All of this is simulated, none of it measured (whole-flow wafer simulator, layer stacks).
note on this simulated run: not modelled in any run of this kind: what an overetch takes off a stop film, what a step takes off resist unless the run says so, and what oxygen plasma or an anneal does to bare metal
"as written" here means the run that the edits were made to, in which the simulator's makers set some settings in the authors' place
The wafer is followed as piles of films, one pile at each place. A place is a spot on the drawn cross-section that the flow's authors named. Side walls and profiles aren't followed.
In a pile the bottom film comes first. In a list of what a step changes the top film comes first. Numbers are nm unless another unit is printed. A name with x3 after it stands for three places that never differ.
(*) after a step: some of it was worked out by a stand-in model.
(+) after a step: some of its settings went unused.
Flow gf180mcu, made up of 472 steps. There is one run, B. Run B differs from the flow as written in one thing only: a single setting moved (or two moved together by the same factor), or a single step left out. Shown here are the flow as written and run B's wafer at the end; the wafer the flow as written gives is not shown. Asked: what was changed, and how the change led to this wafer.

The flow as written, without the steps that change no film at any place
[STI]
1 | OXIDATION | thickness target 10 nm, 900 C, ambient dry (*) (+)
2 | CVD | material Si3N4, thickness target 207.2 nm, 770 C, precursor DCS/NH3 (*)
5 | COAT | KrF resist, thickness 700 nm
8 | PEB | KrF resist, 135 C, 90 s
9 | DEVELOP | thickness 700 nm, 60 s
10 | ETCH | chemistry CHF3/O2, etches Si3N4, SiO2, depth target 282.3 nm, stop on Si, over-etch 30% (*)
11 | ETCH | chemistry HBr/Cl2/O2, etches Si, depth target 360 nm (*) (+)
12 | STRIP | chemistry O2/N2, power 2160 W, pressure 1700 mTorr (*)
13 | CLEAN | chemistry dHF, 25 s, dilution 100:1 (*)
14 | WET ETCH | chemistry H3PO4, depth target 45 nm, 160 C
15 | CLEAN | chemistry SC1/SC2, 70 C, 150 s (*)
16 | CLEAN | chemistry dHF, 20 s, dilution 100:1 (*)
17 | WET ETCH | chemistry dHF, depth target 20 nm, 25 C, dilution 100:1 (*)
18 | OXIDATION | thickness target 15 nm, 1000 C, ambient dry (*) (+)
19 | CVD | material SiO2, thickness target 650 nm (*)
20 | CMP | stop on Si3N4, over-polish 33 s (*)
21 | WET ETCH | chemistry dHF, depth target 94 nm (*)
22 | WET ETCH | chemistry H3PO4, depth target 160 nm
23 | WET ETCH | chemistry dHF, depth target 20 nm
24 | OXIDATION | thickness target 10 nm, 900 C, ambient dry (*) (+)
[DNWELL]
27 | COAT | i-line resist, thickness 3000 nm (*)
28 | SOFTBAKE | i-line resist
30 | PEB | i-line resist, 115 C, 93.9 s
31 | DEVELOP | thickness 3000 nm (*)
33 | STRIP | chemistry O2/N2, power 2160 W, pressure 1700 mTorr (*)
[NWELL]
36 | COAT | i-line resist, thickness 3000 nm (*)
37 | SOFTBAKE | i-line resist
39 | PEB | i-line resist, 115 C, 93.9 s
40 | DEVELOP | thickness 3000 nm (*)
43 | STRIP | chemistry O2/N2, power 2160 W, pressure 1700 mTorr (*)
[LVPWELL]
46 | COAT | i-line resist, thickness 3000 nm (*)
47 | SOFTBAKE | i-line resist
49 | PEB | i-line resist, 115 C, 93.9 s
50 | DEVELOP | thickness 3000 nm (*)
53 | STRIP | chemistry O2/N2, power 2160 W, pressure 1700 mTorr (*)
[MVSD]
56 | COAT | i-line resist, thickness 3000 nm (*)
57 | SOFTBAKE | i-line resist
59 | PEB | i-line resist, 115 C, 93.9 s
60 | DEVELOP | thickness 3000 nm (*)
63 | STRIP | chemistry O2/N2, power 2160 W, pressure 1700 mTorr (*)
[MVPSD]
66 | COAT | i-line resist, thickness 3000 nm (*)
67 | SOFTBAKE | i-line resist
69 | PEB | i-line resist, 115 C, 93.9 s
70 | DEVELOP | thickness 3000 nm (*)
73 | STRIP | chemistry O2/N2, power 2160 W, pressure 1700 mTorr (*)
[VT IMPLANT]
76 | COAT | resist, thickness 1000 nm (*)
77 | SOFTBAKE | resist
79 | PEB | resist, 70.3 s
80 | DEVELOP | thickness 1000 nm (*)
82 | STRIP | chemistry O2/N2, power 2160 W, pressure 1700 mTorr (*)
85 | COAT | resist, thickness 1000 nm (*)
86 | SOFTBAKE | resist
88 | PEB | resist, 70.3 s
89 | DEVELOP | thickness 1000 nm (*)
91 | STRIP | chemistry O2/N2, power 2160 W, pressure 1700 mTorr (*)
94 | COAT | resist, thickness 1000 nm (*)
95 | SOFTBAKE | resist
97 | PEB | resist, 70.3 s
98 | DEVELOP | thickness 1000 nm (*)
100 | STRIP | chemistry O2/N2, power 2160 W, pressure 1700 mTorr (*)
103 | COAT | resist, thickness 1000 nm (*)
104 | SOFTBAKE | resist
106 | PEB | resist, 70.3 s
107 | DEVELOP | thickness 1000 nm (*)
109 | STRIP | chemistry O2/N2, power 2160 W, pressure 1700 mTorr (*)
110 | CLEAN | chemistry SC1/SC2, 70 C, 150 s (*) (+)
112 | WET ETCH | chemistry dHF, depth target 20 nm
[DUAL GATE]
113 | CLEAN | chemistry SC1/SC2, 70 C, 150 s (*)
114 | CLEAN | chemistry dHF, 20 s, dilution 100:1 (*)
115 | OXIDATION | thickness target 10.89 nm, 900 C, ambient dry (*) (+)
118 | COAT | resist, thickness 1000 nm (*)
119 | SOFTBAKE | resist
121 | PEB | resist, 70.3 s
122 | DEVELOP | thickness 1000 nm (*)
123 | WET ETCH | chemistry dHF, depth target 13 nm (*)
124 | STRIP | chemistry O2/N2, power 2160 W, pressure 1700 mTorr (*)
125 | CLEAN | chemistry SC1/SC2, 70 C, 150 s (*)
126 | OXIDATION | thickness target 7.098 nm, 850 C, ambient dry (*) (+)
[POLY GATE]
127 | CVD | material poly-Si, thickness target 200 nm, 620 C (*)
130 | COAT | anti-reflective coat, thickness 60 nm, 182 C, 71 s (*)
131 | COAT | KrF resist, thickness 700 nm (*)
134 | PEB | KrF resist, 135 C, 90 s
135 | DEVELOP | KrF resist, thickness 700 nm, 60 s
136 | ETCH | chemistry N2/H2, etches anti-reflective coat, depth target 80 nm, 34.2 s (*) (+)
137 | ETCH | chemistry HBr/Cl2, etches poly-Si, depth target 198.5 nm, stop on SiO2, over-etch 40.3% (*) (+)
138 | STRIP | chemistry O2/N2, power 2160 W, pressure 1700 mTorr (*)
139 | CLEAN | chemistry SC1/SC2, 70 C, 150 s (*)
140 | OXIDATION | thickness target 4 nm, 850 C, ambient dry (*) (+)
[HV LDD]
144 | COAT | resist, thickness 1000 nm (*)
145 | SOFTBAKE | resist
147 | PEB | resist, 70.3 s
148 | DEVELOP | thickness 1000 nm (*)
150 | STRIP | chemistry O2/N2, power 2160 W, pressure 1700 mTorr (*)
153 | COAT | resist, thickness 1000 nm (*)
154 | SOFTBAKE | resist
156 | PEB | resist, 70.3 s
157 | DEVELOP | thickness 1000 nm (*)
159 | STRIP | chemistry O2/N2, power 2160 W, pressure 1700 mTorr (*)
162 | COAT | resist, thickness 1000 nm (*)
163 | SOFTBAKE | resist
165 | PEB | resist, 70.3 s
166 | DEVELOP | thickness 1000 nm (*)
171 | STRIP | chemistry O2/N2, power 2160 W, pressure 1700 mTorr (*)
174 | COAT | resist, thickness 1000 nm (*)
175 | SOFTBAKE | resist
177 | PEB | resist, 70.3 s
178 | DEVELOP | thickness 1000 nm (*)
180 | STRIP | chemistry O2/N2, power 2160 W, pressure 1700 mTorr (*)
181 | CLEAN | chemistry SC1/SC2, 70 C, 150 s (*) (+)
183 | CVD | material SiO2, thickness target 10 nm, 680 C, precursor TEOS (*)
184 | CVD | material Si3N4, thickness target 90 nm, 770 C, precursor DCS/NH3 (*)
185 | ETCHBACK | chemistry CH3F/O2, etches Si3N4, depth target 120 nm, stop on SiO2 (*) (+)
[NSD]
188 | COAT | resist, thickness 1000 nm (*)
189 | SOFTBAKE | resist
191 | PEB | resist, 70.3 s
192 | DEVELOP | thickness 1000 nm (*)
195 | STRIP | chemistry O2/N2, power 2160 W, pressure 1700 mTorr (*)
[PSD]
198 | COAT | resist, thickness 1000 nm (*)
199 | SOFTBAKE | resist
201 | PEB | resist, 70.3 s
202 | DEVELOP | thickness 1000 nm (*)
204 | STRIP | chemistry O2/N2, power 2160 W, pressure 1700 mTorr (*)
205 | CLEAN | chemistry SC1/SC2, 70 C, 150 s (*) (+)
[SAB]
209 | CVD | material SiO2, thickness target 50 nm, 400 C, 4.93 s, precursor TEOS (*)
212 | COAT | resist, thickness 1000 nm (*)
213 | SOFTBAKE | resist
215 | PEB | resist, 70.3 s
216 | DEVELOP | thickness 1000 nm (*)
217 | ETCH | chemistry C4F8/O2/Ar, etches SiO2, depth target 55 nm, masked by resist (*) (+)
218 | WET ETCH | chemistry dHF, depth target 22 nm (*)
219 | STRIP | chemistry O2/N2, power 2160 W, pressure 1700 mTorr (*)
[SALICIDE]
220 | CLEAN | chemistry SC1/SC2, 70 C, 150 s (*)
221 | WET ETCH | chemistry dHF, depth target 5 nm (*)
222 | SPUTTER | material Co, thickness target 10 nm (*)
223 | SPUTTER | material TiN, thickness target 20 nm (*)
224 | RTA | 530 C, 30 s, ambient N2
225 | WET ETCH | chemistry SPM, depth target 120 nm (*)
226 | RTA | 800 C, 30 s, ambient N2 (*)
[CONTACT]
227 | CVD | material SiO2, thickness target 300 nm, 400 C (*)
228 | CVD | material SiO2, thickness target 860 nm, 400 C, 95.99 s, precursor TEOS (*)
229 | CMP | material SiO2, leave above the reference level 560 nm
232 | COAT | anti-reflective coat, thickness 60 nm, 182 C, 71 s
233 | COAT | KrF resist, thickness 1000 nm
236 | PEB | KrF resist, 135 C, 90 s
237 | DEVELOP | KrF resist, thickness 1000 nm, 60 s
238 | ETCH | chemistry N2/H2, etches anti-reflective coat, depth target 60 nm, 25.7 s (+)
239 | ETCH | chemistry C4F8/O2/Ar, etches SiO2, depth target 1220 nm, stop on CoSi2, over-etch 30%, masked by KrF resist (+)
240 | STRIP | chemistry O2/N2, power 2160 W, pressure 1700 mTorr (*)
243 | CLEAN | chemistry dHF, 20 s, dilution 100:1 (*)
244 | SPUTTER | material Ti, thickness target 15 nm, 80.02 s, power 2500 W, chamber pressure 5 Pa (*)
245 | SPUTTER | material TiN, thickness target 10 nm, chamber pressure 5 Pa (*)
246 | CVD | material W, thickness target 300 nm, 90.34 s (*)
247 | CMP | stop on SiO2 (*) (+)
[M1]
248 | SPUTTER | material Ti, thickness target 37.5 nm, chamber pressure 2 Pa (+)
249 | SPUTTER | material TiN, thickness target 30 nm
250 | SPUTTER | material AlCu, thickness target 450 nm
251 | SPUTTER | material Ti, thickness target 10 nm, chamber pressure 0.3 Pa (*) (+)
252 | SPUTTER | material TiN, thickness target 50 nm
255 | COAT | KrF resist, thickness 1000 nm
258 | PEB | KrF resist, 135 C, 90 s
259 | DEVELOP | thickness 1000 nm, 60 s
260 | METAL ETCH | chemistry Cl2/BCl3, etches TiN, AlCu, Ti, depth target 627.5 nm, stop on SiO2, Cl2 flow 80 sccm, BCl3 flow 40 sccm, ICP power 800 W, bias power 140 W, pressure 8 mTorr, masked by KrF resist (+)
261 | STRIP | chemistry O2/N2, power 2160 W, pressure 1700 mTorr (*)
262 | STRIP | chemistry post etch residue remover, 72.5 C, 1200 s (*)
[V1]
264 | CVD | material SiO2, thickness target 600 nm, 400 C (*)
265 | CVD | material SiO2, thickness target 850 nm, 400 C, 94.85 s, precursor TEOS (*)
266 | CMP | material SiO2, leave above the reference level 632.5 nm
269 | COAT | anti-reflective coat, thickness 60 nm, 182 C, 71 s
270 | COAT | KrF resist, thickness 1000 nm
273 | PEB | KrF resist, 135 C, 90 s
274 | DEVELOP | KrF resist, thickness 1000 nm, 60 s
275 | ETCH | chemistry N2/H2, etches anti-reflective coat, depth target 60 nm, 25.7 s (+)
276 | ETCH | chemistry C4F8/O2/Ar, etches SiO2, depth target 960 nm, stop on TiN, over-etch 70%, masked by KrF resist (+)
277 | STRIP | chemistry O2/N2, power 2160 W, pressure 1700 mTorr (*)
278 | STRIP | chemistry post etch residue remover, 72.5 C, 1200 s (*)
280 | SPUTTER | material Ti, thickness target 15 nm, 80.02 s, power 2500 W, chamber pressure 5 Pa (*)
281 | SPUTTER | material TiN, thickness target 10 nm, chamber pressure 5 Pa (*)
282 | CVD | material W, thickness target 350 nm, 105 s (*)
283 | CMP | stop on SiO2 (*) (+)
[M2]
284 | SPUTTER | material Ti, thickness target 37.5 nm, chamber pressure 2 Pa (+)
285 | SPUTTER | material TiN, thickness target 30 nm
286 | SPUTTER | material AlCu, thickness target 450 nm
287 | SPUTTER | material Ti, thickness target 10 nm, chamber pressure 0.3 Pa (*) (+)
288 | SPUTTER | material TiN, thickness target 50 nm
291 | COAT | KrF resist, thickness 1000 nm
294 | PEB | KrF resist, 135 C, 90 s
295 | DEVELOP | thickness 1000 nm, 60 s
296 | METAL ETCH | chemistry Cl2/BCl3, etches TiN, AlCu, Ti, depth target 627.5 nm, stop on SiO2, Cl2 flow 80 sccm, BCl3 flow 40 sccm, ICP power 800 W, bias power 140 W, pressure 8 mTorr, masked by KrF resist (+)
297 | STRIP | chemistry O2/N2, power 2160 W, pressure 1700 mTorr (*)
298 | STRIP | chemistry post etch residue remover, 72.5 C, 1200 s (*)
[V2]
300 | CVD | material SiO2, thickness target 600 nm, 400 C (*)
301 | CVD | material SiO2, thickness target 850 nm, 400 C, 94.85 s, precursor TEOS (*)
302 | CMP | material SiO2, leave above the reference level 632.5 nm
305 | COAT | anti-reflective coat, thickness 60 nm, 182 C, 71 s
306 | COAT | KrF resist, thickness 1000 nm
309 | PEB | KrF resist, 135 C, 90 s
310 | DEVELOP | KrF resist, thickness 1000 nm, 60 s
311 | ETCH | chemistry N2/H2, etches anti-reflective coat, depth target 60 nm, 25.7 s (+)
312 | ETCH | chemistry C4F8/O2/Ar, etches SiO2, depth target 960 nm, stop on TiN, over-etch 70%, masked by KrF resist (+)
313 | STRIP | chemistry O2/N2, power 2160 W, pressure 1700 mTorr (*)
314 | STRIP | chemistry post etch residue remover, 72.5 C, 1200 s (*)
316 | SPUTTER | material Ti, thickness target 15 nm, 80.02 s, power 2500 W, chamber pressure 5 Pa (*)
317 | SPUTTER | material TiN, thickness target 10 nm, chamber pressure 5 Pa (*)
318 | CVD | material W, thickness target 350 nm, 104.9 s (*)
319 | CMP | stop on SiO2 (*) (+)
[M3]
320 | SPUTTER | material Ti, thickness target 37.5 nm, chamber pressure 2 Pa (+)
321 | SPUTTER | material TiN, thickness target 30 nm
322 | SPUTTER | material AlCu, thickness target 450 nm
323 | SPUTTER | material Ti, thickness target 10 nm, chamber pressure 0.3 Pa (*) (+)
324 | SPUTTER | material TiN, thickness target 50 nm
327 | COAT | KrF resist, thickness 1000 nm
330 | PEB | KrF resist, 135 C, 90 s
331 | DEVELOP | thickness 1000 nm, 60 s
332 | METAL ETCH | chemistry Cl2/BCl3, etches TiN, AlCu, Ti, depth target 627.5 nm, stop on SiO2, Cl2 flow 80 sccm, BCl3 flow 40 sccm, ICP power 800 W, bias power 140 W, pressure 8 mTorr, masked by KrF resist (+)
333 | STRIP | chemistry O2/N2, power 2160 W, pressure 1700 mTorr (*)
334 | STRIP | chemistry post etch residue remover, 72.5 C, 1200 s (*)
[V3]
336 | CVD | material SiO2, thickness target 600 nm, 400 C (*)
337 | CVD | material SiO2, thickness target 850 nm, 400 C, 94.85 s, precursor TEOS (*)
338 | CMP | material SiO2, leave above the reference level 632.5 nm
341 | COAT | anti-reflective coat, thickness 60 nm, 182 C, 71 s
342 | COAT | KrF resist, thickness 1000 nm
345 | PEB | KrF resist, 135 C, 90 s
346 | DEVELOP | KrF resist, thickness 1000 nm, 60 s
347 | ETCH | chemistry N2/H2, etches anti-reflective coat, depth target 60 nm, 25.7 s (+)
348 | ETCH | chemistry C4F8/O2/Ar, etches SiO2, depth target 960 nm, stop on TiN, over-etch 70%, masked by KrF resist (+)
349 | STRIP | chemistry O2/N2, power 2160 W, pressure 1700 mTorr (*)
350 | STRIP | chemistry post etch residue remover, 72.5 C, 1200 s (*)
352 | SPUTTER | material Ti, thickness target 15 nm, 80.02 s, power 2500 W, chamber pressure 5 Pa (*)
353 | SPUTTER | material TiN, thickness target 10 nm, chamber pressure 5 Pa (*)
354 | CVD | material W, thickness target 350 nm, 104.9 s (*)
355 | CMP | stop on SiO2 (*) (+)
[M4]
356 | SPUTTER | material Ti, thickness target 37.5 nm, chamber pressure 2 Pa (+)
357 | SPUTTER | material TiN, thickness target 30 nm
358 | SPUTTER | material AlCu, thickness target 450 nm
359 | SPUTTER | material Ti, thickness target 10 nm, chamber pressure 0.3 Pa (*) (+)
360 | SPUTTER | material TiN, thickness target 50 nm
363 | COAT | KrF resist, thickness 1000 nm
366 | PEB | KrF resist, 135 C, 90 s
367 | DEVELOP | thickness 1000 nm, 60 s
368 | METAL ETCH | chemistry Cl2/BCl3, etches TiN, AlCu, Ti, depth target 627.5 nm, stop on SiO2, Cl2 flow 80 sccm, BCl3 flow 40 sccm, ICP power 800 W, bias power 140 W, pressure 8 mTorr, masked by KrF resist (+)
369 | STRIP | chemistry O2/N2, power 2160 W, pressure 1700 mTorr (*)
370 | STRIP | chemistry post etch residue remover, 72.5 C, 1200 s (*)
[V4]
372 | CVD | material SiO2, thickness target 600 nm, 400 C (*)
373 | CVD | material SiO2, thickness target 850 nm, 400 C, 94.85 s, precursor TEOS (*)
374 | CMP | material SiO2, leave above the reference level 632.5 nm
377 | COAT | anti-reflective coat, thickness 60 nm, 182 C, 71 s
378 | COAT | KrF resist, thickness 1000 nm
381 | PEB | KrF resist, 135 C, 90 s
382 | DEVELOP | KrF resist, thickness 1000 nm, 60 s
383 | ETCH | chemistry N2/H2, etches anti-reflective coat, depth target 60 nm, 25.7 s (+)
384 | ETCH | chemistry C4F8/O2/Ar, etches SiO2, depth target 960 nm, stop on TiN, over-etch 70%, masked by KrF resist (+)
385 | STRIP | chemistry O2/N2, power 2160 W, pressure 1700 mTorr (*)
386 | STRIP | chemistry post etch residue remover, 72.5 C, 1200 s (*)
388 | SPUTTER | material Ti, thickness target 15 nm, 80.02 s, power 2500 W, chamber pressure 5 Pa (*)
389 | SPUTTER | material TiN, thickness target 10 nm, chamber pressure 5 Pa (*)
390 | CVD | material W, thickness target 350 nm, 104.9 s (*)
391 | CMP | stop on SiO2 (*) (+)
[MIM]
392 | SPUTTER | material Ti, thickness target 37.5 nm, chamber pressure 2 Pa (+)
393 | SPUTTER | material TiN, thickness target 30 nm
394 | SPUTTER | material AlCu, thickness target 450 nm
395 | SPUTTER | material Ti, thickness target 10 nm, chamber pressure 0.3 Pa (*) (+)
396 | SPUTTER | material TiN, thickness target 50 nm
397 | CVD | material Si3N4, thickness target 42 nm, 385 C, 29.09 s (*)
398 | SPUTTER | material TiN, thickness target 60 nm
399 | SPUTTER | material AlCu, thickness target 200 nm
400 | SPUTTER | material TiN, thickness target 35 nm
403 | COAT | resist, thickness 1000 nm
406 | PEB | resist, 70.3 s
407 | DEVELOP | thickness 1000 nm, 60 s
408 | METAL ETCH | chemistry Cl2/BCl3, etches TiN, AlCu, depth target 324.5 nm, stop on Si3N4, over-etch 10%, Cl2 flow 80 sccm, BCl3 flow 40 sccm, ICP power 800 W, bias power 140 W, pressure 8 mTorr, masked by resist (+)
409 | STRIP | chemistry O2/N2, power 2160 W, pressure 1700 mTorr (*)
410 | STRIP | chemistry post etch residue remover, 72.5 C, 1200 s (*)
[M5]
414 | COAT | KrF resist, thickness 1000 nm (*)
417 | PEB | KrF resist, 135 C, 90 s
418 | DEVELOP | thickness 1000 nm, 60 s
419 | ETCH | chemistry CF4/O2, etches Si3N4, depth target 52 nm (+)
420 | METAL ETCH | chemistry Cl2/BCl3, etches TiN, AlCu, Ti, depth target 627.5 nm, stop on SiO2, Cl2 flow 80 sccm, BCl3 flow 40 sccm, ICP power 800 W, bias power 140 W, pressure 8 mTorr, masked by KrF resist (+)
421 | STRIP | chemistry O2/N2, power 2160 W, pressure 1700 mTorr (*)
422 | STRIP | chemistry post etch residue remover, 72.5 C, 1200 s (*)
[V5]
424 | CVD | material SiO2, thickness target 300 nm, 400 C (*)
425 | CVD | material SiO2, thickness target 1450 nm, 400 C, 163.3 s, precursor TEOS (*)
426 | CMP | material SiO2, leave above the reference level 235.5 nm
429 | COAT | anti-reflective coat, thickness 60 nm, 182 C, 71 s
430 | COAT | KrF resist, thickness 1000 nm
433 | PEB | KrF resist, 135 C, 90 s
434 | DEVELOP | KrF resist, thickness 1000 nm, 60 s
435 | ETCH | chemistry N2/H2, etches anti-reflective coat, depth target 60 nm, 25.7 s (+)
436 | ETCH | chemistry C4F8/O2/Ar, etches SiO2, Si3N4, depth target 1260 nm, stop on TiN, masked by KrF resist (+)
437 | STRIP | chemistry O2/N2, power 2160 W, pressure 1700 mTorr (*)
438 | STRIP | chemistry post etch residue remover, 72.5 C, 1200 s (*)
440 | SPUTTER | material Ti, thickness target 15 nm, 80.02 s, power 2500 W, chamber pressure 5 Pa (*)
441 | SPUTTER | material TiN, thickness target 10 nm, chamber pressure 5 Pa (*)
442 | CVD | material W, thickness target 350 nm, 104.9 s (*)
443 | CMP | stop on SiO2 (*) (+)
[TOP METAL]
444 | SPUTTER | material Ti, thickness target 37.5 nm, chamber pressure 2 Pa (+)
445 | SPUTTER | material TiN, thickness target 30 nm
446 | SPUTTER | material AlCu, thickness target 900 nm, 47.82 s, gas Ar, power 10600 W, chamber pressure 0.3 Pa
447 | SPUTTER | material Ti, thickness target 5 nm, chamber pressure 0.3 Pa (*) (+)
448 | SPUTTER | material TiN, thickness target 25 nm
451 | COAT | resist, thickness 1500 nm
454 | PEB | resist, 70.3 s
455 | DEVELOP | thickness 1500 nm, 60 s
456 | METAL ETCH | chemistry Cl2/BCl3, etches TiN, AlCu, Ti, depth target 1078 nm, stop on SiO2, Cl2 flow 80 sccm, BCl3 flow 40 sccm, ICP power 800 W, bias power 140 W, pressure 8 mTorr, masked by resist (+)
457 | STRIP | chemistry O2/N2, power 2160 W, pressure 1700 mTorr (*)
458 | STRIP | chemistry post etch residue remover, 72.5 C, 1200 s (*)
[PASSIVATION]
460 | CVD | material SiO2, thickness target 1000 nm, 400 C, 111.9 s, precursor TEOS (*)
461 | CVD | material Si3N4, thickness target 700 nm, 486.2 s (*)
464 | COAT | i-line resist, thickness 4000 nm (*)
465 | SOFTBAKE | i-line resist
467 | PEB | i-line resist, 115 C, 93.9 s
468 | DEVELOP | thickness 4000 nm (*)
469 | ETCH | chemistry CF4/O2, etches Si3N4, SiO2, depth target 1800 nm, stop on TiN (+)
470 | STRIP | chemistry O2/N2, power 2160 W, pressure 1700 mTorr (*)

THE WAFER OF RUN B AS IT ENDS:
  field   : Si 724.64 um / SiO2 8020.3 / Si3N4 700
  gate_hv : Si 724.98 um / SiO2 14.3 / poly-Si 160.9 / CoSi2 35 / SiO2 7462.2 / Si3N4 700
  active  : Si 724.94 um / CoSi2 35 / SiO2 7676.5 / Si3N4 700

The reason: step 286, SPUTTER: thickness target 243 nm was run, while the flow as written has thickness target 450 nm.

Step by step, how the change led to this:
  286 | SPUTTER | material AlCu, thickness target 450 nm
      field, field__w1, field__w2 and 108 more: +243 AlCu (new film) (in the flow as written it would be: +450 AlCu (new film))
  296 | METAL ETCH | chemistry Cl2/BCl3, etches TiN, AlCu, Ti, depth target 627.5 nm, stop on SiO2, Cl2 flow 80 sccm, BCl3 flow 40 sccm, ICP power 800 W, bias power 140 W, pressure 8 mTorr, masked by KrF resist (+)
      field, field__w1, field__w2 and 103 more: -50 TiN (all of it), -10 Ti (all of it), -243 AlCu (all of it), -30 TiN (all of it), -37.5 Ti (all of it) (in the flow as written it would be: -50 TiN (all of it), -10 Ti (all of it), -450 AlCu (all of it), -30 TiN (all of it), -37.5 Ti (all of it))
      field__w8, contact, m1, m1__w1, m1_nw: -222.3 KrF resist (in the flow as written it would be: -251 KrF resist)
  297 | STRIP | chemistry O2/N2, power 2160 W, pressure 1700 mTorr (*)
      field__w8, contact, m1, m1__w1, m1_nw: -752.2 KrF resist (all of it) (in the flow as written it would be: -723.5 KrF resist (all of it))
  302 | CMP | material SiO2, leave above the reference level 632.5 nm
      field, field__w1, field__w2 and 103 more: -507 SiO2 (in the flow as written it would be: -300 SiO2)
